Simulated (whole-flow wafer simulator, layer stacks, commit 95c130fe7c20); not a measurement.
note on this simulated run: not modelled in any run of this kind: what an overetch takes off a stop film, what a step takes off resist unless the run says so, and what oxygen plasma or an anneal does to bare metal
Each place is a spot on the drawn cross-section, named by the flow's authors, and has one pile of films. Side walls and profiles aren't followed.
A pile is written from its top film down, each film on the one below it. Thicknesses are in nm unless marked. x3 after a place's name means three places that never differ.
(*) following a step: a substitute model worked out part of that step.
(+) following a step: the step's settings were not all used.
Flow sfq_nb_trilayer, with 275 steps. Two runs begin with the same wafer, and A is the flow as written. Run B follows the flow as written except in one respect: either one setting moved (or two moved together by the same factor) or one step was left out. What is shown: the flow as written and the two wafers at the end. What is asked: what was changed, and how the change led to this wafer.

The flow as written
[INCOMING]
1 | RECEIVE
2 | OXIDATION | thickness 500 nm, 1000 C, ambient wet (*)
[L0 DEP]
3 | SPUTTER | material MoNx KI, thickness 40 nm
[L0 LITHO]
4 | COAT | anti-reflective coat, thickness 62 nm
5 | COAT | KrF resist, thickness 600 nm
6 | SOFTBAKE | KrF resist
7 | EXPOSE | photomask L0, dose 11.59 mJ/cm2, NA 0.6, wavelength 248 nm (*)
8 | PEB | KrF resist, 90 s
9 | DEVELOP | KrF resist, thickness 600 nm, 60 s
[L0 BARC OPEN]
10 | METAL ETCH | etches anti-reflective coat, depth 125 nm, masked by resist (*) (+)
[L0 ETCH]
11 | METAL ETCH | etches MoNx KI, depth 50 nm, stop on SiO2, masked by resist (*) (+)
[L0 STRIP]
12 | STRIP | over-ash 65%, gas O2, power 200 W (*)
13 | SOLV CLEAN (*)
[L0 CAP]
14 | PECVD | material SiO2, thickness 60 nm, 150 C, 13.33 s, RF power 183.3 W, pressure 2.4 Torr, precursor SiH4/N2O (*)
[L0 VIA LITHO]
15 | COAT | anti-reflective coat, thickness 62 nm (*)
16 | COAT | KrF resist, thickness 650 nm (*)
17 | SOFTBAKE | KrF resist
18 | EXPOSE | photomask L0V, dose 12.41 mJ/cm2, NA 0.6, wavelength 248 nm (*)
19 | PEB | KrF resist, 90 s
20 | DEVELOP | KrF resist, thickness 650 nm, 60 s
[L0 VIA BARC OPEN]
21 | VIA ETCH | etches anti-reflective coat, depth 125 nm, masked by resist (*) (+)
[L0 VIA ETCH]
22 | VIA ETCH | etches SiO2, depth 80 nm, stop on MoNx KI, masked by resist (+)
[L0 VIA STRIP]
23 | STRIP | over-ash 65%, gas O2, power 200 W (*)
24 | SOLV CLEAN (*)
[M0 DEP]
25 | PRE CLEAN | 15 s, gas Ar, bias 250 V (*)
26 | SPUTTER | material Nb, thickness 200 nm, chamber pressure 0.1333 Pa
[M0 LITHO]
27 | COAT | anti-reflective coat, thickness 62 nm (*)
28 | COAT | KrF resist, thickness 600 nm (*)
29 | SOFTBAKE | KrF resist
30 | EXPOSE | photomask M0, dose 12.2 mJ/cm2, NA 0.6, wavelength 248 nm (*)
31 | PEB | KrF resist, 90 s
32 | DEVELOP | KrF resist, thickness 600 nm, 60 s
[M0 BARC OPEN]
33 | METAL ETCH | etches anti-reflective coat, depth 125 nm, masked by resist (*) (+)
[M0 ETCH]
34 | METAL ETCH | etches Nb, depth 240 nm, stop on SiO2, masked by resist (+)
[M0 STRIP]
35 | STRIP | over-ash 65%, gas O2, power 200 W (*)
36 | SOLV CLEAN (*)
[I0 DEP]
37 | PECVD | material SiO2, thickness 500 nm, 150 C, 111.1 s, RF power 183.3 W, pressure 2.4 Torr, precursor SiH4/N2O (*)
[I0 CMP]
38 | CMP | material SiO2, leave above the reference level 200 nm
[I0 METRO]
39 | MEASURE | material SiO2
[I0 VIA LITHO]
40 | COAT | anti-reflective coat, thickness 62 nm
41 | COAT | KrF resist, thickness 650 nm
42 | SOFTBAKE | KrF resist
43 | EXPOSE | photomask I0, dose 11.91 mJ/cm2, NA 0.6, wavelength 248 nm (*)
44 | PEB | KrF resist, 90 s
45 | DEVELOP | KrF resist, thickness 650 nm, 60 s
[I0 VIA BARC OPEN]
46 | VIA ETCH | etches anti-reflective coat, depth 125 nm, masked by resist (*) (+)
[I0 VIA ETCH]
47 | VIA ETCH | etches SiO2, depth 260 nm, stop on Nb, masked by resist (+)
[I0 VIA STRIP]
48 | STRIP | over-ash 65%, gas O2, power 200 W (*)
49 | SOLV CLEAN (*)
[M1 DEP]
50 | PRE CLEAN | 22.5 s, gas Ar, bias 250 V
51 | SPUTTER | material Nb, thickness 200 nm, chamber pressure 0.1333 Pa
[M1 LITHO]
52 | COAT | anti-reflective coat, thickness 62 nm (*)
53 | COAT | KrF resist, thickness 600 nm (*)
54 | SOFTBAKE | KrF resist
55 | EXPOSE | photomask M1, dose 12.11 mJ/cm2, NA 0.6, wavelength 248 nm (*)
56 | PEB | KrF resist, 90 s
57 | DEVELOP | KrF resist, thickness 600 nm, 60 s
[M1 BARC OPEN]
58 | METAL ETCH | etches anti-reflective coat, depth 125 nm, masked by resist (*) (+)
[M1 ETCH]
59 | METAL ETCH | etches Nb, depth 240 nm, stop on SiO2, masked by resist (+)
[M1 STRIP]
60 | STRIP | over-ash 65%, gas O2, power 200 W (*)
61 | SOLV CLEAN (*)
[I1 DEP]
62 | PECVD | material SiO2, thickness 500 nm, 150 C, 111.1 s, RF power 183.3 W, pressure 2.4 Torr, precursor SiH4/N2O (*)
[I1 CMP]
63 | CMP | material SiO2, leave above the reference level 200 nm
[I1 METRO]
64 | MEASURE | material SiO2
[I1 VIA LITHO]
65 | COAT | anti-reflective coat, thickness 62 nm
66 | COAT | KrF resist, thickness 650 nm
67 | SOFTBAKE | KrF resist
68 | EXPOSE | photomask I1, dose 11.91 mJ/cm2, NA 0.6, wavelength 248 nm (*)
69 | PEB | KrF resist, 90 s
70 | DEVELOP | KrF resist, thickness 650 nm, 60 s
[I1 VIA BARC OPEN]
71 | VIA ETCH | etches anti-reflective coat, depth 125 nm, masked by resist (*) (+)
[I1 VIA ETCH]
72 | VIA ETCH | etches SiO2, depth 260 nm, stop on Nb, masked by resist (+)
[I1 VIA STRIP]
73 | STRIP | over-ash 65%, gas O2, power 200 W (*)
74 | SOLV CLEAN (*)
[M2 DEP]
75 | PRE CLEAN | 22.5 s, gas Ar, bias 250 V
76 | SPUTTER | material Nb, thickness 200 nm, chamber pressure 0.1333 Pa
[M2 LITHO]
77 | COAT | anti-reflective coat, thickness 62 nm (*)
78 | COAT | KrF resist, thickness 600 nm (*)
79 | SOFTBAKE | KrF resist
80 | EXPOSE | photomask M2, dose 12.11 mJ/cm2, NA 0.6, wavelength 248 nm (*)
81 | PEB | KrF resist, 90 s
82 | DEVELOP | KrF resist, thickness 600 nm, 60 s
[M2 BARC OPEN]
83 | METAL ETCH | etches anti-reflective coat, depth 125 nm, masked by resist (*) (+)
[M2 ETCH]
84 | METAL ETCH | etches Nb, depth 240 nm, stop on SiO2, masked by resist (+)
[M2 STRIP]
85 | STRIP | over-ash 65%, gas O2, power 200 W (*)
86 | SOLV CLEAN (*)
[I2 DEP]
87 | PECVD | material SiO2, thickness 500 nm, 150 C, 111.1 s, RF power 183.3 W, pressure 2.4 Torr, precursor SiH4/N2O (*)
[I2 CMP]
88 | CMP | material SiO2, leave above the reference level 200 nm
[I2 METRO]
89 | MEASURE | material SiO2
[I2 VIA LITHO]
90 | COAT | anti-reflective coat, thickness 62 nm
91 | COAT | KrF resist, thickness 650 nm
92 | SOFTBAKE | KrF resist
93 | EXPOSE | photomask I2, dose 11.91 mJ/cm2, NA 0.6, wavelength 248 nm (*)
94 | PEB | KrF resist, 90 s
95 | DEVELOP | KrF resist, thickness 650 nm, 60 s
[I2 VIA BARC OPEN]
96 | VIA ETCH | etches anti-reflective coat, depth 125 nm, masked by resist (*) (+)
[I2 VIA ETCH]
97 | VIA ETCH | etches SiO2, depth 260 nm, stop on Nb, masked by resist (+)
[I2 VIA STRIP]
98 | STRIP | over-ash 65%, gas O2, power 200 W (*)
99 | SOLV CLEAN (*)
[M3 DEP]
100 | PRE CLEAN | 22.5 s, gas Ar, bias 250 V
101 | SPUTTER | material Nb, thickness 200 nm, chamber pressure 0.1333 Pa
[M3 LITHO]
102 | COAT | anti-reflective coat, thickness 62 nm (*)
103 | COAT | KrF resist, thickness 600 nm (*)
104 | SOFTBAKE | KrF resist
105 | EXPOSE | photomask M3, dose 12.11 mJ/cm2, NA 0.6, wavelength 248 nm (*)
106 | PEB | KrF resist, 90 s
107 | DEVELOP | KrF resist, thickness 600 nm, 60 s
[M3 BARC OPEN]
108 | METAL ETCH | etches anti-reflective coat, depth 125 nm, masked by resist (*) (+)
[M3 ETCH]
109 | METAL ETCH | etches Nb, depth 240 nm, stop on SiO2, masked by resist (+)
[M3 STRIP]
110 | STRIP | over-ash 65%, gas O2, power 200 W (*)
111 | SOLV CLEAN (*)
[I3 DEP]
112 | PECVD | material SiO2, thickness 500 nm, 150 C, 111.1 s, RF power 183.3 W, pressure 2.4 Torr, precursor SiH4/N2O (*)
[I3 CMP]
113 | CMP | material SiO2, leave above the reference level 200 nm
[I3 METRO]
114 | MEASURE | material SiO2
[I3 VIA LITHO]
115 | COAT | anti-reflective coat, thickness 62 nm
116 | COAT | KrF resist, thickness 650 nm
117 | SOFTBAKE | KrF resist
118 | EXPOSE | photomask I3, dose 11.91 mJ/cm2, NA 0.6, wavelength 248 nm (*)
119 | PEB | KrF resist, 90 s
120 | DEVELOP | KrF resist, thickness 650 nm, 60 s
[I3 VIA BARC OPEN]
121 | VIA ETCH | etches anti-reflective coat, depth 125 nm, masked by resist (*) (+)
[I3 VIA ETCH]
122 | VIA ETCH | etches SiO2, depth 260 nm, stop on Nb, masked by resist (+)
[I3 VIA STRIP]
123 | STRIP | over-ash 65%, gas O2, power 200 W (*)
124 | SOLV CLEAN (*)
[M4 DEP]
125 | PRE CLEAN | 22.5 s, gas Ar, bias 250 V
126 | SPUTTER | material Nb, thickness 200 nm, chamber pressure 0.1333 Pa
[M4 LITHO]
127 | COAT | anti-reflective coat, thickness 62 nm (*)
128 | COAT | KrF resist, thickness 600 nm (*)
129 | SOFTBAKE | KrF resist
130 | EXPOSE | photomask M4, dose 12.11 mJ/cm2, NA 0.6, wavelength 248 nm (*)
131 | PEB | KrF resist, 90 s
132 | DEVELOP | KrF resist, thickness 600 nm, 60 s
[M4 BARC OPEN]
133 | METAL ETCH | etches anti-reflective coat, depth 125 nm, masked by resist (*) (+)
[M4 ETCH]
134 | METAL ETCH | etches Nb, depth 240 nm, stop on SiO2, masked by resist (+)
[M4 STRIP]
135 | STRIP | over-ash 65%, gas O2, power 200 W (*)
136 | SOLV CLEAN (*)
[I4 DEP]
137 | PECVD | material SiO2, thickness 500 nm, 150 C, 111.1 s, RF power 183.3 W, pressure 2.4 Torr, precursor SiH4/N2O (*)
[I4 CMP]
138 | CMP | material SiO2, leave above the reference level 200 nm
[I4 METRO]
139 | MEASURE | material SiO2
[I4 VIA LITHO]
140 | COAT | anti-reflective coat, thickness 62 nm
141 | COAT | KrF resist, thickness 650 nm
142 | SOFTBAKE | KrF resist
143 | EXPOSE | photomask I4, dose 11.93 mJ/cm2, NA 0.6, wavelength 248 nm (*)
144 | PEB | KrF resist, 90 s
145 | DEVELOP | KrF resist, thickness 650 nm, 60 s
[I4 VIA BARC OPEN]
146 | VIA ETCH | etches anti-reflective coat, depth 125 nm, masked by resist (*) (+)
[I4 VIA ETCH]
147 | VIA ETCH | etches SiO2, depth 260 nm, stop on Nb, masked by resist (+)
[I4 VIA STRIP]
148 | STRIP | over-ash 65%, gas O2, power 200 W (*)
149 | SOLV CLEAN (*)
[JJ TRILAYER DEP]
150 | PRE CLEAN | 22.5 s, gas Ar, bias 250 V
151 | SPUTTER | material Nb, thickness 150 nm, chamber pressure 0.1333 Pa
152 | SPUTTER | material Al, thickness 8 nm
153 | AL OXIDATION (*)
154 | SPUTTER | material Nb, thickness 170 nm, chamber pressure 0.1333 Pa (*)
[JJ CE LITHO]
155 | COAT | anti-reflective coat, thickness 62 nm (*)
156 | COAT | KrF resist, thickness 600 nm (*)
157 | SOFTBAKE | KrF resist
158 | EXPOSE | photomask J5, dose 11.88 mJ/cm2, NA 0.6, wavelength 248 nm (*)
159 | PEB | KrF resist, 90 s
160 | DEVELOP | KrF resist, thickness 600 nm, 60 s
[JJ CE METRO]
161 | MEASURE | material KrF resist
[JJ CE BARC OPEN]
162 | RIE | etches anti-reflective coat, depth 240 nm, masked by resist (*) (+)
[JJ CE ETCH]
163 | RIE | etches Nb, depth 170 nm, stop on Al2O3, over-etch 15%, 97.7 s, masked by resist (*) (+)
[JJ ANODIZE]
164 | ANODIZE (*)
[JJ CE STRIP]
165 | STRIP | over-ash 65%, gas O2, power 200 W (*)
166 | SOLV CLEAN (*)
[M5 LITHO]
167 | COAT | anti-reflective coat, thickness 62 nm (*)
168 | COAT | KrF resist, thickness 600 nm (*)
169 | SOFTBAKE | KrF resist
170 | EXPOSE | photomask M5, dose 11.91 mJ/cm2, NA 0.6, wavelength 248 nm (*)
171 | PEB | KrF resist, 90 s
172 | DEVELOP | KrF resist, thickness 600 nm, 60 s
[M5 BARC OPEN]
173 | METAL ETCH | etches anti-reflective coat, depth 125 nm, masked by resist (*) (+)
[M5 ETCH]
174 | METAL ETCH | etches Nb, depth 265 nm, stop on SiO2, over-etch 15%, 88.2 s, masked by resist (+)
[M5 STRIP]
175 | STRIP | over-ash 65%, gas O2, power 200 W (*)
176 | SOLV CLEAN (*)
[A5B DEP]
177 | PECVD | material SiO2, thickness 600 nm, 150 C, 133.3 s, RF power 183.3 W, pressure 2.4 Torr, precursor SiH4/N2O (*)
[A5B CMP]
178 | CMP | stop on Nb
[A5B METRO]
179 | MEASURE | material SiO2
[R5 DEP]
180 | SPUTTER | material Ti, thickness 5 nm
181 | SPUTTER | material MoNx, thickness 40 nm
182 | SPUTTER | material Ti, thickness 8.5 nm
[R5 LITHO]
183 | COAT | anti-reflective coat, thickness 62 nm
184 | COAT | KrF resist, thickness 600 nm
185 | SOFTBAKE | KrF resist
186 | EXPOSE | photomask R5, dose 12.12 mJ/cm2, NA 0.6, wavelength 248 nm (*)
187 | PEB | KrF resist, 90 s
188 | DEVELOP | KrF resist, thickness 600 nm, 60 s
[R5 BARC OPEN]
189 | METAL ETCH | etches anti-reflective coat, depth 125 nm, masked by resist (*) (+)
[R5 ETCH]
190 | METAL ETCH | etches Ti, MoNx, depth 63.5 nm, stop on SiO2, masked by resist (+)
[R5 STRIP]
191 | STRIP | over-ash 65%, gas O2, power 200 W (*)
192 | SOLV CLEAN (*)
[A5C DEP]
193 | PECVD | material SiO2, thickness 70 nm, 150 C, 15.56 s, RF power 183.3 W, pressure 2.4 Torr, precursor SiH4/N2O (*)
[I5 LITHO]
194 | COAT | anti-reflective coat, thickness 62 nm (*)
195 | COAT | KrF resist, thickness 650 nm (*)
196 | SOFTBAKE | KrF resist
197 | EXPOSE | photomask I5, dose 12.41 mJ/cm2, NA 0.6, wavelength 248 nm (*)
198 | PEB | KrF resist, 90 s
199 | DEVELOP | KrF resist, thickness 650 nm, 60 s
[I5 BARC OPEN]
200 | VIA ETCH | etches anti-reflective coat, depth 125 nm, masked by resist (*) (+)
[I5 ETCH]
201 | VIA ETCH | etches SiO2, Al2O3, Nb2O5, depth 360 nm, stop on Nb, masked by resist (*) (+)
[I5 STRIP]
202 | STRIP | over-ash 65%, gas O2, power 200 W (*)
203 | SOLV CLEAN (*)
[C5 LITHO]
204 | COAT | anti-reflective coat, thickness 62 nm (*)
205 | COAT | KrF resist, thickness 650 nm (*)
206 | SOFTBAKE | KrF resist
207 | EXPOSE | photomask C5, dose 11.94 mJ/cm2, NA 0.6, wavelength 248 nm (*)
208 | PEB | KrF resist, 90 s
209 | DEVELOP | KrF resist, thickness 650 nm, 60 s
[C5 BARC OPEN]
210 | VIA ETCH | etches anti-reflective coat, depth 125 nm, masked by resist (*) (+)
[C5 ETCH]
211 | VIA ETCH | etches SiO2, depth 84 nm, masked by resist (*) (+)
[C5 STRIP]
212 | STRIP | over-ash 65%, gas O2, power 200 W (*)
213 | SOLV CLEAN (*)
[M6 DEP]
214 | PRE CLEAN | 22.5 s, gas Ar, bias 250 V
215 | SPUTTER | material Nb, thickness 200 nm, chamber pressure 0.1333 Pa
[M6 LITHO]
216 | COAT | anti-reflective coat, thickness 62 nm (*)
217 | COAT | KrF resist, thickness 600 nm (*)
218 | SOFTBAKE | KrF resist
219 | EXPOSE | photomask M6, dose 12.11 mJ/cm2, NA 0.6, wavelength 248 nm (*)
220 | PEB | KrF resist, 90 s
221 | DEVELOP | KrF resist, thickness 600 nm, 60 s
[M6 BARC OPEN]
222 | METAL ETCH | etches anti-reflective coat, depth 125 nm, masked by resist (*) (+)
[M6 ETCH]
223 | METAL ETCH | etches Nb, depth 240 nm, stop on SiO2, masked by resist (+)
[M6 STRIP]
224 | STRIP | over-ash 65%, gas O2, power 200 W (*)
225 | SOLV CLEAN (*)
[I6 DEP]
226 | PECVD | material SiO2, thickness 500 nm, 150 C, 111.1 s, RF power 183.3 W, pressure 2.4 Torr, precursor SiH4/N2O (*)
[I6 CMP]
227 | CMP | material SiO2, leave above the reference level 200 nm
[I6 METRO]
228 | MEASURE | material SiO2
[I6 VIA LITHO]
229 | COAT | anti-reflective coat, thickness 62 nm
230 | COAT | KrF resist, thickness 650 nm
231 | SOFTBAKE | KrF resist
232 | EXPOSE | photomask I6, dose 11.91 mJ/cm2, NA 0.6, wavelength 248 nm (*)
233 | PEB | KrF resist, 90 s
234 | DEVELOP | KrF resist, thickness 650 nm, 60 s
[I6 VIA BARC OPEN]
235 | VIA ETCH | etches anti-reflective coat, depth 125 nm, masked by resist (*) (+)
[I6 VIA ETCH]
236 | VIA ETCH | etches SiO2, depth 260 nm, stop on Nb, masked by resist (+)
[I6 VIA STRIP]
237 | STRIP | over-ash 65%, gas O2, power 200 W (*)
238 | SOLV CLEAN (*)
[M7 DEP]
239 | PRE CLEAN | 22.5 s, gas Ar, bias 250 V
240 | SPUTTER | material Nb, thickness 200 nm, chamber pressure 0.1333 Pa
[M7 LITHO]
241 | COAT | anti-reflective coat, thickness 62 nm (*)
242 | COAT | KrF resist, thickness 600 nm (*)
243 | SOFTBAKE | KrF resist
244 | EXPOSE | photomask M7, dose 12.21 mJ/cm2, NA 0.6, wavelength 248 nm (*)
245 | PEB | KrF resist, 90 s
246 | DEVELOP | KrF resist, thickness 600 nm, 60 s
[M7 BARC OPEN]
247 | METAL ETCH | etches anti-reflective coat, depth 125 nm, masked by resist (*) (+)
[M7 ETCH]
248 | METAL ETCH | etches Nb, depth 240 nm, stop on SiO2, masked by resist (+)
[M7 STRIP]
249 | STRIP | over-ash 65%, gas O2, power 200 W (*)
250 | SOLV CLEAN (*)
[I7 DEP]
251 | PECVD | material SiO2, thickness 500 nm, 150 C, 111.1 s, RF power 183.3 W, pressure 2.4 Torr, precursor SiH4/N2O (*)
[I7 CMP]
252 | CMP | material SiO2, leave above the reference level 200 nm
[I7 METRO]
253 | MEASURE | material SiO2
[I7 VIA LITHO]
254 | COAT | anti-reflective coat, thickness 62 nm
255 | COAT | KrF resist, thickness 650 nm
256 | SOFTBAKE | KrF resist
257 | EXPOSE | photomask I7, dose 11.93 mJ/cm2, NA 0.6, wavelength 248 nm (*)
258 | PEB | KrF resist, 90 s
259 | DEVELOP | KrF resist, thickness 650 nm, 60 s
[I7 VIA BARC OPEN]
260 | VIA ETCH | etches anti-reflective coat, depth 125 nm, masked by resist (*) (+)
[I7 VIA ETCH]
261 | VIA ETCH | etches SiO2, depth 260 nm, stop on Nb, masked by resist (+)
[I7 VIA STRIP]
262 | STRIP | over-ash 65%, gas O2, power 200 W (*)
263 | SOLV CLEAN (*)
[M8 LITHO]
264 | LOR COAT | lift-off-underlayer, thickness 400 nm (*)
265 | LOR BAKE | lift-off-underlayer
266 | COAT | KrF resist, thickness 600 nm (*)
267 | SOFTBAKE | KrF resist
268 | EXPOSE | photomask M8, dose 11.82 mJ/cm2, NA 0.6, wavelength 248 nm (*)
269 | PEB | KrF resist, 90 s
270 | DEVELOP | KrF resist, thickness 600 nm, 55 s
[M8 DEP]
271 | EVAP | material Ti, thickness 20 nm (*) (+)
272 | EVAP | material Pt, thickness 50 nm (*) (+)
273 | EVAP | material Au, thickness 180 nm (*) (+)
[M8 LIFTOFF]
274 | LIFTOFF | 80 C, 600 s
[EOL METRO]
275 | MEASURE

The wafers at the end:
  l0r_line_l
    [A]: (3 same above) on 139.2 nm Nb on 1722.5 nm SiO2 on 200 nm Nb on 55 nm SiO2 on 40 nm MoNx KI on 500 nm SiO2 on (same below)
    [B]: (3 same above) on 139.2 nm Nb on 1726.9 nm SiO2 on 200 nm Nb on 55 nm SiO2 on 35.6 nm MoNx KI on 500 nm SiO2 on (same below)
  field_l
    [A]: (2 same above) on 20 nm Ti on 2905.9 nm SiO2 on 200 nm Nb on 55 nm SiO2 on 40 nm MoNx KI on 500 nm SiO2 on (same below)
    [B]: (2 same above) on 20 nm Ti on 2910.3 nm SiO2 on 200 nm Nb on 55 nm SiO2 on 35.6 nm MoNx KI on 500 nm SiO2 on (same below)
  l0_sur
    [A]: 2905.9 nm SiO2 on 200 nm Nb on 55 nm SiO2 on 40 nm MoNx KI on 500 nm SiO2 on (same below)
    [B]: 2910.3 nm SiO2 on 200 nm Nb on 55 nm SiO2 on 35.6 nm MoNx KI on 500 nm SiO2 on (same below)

What caused this: step 3, SPUTTER: thickness 35.6 nm was run, though the flow has thickness 40 nm.
One can read it off the wafer: l0r_line_l has MoNx KI 35.6, and step 3 as written asks for 40 nm.

The path from the change to this, step by step:
  3 | SPUTTER | material MoNx KI, thickness 40 nm
      field_l, v_sur, via_wl and 103 more: A MoNx KI gains 40 (new film) | B MoNx KI gains 35.6 (new film)
  11 | METAL ETCH | etches MoNx KI, depth 50 nm, stop on SiO2, masked by resist (*) (+)
      v_sur, via_wl, via_w and 97 more: A MoNx KI loses 40 (all of it) | B MoNx KI loses 35.6 (all of it)
  15 | COAT | anti-reflective coat, thickness 62 nm (*)
      l0r_space_c: A anti-reflective coat gains 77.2 (new film) | B anti-reflective coat gains 75.6 (new film)
  23 | STRIP | over-ash 65%, gas O2, power 200 W (*)
      l0r_space_c: A KrF resist loses 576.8 (all of it), anti-reflective coat loses 77.2 (all of it) | B KrF resist loses 574.8 (all of it), anti-reflective coat loses 75.6 (all of it)
  27 | COAT | anti-reflective coat, thickness 62 nm (*)
      l0r_space_c: A anti-reflective coat gains 78 (new film) | B anti-reflective coat gains 76.2 (new film)
  35 | STRIP | over-ash 65%, gas O2, power 200 W (*)
      l0r_space_c: A KrF resist loses 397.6 (all of it), anti-reflective coat loses 78 (all of it) | B KrF resist loses 395.9 (all of it), anti-reflective coat loses 76.2 (all of it)
